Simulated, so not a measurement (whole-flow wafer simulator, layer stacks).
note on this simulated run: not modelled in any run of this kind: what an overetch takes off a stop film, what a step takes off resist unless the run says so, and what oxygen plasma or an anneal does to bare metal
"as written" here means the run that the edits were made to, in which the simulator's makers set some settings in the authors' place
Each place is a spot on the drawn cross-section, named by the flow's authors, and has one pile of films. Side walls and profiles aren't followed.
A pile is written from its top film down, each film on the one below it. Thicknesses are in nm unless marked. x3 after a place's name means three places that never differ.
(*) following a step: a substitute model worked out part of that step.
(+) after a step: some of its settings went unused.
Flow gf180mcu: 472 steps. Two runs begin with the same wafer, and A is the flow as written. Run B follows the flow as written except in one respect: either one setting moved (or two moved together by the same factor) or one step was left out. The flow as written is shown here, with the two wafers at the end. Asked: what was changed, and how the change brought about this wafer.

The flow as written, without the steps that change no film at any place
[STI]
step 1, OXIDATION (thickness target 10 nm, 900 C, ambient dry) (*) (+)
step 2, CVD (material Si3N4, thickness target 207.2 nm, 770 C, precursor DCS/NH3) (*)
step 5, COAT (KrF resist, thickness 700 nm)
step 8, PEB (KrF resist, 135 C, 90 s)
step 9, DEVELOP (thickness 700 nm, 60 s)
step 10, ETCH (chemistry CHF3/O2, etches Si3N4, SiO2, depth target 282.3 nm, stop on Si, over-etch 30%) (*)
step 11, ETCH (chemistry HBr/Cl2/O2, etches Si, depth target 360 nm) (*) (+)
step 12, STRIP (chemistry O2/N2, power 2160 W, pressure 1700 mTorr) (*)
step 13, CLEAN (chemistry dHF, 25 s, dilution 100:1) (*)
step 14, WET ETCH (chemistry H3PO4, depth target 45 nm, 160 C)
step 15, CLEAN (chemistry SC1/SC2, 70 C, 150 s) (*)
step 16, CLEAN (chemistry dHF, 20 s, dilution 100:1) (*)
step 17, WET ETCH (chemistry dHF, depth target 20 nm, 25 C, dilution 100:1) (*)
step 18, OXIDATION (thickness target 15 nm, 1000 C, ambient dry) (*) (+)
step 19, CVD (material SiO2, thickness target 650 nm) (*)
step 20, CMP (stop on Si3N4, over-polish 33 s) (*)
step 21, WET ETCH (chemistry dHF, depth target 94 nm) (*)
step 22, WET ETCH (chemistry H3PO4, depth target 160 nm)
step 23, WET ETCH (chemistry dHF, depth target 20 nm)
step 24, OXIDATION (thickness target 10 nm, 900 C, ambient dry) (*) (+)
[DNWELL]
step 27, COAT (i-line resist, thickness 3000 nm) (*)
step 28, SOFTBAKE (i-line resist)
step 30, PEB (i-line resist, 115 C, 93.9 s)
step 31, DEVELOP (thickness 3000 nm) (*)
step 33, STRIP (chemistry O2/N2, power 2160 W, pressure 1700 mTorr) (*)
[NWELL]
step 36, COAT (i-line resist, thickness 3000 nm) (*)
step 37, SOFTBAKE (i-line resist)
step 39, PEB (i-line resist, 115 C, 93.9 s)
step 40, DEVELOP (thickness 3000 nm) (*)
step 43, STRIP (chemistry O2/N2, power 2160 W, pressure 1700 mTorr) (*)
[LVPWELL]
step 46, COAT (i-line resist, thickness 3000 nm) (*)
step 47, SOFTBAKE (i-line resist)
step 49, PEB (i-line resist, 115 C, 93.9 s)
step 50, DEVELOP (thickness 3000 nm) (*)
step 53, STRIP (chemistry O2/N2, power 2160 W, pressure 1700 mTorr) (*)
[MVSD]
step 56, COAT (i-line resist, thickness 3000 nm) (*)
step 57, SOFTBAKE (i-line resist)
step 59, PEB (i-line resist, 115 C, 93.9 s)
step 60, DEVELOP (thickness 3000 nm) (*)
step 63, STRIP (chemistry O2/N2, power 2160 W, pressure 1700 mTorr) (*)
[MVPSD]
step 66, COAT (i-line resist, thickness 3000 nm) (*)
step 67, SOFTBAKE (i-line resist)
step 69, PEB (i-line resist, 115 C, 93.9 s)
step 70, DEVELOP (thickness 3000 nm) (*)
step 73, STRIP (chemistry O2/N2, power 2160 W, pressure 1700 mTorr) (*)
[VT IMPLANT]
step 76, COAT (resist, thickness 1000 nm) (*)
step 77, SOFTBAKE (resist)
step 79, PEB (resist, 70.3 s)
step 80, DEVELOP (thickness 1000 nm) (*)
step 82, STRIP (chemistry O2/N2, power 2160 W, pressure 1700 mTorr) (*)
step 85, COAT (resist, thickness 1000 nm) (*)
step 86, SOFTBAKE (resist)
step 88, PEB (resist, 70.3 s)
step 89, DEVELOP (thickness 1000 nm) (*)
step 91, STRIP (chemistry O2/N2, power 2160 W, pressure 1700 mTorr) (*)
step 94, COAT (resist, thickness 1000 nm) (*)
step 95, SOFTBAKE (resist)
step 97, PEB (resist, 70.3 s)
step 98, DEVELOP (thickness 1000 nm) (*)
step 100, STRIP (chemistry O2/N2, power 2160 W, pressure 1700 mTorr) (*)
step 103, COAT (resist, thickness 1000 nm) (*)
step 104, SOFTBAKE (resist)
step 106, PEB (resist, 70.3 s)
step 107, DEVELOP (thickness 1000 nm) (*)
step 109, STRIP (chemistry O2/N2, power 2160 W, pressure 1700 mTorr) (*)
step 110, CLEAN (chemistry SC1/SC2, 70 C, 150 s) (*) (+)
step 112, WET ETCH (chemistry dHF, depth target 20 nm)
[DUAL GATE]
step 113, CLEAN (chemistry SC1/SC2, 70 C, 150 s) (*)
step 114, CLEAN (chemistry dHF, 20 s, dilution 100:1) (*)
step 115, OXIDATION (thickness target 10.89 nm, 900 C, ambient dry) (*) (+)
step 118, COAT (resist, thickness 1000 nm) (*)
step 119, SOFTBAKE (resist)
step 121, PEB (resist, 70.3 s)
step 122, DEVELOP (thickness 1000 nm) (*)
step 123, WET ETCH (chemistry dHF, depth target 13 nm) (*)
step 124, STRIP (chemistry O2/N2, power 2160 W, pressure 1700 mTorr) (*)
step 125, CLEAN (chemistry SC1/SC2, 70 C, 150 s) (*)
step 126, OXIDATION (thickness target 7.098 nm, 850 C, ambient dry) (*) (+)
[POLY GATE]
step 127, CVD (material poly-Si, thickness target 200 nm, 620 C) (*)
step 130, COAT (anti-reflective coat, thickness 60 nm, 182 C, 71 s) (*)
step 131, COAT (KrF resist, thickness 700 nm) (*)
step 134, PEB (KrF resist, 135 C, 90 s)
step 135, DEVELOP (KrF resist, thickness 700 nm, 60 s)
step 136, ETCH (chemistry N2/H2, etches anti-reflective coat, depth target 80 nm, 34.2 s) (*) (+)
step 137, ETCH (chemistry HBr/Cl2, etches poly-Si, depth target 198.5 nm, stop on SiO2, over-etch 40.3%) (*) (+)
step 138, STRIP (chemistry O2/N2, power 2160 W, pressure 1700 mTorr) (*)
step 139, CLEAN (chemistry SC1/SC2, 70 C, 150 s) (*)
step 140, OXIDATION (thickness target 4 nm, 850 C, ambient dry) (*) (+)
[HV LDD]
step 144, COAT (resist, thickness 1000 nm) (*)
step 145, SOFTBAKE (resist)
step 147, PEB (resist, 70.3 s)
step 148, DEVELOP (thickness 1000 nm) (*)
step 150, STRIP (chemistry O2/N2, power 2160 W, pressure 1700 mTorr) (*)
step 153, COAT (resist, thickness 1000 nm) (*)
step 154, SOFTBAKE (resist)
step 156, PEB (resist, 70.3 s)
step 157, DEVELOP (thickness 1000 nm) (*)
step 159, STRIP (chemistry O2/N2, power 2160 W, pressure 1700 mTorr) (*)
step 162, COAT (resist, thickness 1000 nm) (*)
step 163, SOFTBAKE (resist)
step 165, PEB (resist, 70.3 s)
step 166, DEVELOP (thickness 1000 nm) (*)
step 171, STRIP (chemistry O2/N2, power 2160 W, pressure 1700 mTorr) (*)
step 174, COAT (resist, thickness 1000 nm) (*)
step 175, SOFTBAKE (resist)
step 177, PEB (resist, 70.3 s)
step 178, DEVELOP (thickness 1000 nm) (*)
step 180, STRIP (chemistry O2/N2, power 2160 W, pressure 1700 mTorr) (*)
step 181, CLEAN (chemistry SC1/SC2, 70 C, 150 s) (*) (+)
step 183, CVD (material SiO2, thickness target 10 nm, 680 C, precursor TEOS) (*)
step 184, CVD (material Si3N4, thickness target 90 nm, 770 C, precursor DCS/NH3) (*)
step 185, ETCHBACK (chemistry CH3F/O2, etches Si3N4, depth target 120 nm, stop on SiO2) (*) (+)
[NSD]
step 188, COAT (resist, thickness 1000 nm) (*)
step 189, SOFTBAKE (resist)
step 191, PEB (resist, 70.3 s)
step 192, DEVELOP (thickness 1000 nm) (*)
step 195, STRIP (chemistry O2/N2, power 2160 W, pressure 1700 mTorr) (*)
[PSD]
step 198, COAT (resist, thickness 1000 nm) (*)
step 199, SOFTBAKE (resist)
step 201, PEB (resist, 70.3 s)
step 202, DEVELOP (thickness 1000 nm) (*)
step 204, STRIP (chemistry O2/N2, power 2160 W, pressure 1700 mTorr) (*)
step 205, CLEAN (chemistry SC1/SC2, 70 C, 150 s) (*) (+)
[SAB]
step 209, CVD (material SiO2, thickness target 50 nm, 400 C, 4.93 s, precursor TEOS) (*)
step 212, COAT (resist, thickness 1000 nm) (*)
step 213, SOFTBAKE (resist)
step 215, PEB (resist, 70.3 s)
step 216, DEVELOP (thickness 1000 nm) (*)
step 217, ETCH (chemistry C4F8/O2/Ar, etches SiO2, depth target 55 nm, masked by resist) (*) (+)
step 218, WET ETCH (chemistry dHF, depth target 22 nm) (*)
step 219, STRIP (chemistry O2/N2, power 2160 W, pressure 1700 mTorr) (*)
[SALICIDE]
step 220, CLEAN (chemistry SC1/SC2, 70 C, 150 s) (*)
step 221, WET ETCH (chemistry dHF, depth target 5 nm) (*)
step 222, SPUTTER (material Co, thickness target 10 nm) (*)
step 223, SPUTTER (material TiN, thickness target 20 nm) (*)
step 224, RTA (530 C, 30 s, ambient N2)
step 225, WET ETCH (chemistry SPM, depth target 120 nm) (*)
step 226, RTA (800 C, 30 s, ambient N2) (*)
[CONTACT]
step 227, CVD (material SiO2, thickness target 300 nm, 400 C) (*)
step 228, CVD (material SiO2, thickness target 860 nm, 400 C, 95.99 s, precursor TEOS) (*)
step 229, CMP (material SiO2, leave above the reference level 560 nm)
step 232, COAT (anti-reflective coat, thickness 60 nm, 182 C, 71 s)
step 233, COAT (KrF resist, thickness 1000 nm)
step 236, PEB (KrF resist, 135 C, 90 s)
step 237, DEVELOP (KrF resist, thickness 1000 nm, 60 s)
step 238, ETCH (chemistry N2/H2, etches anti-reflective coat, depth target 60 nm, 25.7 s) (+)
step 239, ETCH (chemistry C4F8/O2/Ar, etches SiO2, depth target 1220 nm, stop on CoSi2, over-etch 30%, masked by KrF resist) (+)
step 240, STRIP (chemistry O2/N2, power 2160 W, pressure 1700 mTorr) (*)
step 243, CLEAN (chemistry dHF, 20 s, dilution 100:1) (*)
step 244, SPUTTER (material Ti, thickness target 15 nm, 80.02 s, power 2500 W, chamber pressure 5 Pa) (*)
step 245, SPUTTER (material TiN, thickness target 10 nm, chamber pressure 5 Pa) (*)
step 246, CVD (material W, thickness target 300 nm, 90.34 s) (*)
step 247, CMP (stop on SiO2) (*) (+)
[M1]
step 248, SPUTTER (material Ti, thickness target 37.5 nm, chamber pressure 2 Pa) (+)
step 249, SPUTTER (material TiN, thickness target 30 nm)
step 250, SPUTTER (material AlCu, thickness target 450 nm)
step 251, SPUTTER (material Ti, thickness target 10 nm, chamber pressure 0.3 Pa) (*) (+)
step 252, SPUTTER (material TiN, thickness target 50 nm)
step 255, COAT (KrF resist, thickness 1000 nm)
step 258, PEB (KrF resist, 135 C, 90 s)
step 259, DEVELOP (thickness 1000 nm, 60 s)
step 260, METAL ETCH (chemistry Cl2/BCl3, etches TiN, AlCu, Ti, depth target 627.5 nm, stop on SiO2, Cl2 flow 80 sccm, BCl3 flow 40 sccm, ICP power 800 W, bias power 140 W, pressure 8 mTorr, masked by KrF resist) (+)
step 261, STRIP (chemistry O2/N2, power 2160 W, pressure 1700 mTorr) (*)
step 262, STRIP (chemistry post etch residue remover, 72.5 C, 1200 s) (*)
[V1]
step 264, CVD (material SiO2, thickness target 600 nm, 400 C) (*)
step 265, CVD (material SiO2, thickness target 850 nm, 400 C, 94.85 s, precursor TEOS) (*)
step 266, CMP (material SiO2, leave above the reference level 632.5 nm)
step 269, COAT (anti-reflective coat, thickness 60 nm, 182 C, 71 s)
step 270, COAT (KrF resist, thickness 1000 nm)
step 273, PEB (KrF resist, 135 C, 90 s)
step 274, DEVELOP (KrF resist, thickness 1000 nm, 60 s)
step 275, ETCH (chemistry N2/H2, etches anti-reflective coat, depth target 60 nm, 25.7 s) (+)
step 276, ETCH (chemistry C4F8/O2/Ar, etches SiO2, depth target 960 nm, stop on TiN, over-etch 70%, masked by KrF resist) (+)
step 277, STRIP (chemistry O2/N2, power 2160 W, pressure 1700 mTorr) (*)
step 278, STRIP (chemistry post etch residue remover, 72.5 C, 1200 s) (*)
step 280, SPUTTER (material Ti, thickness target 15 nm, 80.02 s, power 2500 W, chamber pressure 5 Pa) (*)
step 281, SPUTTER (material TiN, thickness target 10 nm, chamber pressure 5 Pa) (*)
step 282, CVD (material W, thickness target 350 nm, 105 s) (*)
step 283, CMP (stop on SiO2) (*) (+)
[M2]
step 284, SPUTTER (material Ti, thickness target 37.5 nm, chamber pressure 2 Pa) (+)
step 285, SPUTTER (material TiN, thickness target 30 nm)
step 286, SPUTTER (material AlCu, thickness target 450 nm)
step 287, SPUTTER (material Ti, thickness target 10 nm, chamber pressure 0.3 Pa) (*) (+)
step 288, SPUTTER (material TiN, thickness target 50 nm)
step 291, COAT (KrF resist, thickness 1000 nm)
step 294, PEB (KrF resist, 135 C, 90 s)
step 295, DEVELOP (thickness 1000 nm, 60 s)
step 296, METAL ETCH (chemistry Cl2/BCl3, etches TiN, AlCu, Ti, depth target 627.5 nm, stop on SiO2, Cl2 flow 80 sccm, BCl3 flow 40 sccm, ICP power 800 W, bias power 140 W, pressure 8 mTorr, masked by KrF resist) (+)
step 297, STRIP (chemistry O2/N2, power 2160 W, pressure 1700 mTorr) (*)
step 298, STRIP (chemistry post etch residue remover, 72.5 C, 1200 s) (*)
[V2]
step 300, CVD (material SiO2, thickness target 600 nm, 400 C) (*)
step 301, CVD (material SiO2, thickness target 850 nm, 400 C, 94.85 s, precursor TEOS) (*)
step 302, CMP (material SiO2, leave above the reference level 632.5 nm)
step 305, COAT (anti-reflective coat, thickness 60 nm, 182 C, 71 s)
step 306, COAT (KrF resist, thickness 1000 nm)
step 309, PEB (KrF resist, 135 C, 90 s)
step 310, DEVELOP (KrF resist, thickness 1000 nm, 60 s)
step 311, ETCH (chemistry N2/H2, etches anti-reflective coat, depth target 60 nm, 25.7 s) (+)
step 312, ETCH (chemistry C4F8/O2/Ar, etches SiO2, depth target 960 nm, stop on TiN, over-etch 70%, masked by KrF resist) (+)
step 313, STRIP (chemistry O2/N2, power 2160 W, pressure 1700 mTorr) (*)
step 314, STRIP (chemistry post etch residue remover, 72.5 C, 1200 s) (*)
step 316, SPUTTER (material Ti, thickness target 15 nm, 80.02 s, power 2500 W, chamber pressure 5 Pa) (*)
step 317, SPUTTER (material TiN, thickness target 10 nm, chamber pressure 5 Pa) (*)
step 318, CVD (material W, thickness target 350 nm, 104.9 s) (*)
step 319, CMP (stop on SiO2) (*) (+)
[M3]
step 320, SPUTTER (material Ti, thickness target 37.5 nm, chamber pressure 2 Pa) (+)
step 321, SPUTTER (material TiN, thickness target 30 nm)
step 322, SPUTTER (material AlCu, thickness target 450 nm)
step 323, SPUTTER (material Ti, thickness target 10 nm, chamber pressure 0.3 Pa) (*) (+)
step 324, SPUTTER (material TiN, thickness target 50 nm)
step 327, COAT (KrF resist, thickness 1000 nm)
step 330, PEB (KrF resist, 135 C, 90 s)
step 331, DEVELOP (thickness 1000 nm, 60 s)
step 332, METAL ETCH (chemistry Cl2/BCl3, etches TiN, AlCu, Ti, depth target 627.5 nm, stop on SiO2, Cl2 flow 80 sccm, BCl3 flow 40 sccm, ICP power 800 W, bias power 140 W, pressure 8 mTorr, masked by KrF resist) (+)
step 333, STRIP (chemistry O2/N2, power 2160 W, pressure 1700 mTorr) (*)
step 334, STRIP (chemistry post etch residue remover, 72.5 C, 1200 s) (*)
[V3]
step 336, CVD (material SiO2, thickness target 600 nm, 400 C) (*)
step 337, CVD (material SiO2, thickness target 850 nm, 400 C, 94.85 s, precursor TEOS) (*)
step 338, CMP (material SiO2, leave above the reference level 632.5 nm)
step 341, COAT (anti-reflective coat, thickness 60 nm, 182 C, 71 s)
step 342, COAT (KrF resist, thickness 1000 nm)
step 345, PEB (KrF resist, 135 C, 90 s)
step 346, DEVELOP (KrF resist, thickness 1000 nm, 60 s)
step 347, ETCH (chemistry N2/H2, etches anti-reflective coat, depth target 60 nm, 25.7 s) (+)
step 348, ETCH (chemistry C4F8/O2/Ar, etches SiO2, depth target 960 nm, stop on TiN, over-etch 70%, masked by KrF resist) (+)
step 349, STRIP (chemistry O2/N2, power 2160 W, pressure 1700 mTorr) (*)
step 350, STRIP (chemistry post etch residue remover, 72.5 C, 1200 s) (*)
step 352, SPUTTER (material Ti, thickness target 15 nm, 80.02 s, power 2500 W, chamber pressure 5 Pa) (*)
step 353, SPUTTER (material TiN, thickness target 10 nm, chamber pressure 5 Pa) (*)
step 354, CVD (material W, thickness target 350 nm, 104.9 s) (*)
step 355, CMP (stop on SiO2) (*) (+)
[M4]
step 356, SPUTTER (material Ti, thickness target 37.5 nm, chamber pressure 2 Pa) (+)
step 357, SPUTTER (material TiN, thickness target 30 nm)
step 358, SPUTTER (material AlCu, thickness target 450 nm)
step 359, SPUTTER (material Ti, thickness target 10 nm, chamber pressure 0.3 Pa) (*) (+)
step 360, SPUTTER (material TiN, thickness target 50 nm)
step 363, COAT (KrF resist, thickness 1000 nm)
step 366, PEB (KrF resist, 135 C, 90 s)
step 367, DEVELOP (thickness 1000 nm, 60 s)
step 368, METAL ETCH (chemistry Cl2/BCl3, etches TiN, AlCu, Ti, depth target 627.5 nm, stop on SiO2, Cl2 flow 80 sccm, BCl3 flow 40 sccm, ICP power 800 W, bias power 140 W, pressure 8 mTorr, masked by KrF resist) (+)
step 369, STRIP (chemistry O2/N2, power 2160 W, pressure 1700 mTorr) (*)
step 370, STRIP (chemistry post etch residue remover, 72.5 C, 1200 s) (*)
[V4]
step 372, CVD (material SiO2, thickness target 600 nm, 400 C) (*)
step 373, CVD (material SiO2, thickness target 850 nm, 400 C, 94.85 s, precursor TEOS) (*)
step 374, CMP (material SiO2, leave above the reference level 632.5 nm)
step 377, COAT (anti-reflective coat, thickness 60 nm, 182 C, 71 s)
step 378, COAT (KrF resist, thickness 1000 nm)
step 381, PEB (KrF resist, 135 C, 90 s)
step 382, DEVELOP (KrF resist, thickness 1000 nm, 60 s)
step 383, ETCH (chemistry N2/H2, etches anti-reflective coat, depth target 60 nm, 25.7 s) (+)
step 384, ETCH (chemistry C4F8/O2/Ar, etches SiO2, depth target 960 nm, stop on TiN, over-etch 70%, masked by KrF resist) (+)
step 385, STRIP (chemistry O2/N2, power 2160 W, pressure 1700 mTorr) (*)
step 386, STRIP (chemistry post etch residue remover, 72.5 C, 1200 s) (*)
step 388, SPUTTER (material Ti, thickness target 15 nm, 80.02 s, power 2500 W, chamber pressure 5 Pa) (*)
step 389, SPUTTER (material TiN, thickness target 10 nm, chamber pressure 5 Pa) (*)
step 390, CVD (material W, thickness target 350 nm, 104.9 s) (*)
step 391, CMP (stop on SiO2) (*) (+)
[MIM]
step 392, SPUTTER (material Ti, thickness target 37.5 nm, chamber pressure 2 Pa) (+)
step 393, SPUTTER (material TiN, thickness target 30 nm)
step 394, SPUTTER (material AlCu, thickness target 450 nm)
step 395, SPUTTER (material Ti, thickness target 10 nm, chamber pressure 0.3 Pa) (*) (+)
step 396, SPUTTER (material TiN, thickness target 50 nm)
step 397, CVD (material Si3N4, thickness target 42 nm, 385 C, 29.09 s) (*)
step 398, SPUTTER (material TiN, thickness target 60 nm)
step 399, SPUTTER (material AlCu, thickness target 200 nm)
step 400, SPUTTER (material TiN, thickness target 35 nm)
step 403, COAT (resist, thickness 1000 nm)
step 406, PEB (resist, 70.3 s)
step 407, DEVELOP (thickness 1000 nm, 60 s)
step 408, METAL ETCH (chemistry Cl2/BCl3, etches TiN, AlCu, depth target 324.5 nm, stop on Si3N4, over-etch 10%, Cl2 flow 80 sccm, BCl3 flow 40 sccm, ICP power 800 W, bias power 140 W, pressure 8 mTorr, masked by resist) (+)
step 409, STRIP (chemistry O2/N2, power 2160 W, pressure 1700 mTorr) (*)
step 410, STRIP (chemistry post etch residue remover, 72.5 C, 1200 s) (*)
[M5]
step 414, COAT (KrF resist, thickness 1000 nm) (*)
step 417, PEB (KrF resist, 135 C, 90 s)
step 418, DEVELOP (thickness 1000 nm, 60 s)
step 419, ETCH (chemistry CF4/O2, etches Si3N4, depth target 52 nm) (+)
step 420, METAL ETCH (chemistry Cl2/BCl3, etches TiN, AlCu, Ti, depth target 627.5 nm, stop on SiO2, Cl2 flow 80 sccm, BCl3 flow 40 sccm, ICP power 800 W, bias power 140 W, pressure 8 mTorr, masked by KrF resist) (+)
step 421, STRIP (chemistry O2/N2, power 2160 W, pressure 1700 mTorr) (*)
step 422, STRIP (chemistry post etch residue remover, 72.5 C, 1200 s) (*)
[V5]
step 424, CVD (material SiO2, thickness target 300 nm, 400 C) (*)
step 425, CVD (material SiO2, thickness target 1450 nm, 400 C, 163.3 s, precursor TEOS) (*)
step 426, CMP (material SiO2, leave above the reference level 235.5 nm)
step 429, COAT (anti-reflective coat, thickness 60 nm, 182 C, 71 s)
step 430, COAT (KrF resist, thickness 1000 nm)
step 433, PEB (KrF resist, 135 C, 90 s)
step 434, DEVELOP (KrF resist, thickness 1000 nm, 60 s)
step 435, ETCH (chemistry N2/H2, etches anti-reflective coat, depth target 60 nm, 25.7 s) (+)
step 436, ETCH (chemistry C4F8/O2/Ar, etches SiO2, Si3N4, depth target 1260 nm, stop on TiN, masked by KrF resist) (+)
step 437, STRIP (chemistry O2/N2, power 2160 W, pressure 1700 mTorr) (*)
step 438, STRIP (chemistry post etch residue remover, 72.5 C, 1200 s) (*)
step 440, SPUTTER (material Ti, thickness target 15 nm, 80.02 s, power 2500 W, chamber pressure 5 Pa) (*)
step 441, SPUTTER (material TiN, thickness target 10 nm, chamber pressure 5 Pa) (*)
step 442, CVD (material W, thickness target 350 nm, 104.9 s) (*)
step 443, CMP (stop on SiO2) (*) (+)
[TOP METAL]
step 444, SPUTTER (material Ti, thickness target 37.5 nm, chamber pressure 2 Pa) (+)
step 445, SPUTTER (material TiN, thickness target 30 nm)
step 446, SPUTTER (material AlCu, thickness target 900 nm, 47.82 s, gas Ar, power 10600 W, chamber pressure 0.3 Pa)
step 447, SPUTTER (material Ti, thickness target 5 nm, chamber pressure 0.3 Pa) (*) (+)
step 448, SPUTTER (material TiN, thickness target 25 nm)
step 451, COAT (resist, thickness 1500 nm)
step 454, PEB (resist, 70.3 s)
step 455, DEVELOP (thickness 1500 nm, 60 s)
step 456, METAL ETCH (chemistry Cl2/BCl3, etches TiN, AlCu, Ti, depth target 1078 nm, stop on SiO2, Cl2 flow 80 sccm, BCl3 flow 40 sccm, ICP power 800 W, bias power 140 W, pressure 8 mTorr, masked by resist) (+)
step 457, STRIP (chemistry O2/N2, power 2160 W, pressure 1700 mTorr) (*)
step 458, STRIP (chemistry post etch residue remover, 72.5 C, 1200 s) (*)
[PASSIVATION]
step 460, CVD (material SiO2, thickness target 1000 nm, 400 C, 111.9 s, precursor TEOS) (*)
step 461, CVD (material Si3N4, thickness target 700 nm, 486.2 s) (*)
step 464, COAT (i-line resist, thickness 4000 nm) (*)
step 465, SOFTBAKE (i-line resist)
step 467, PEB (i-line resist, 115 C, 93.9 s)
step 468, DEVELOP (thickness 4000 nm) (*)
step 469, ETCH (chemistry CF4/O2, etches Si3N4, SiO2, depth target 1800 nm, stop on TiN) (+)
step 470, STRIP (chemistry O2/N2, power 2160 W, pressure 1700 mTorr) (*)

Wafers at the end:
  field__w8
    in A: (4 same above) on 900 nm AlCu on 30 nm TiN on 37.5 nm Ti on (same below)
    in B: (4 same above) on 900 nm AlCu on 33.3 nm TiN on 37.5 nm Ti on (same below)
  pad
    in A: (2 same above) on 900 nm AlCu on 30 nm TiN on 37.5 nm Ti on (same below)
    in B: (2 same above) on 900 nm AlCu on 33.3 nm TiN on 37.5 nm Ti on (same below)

Cause: step 445, SPUTTER: thickness target 33.3 nm was run, while the flow as written has thickness target 30 nm.
One can read it off the wafer: field__w8 has TiN 33.3, and step 445 as written asks for 30 nm.

Step by step, how the change led to this:
  step 445, SPUTTER (material TiN, thickness target 30 nm)
      field, field__w1, field__w2 and 109 more: A TiN gains 30 (new film) | B TiN gains 33.3 (new film)
  step 456, METAL ETCH (chemistry Cl2/BCl3, etches TiN, AlCu, Ti, depth target 1078 nm, stop on SiO2, Cl2 flow 80 sccm, BCl3 flow 40 sccm, ICP power 800 W, bias power 140 W, pressure 8 mTorr, masked by resist) (+)
      field, field__w1, field__w2 and 103 more: A TiN loses 25 (all of it), Ti loses 5 (all of it), AlCu loses 900 (all of it), TiN loses 30 (all of it), Ti loses 37.5 (all of it) | B TiN loses 25 (all of it), Ti loses 5 (all of it), AlCu loses 900 (all of it), TiN loses 33.3 (all of it), Ti loses 37.5 (all of it)
  step 465, SOFTBAKE (i-line resist)
      gate: A i-line resist gains 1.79 | B i-line resist loses 0.34
      ld_acc_p, ld_fp_p, ld_drift_p: A i-line resist gains 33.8 | B i-line resist gains 27
      (as well as at 57 more places)
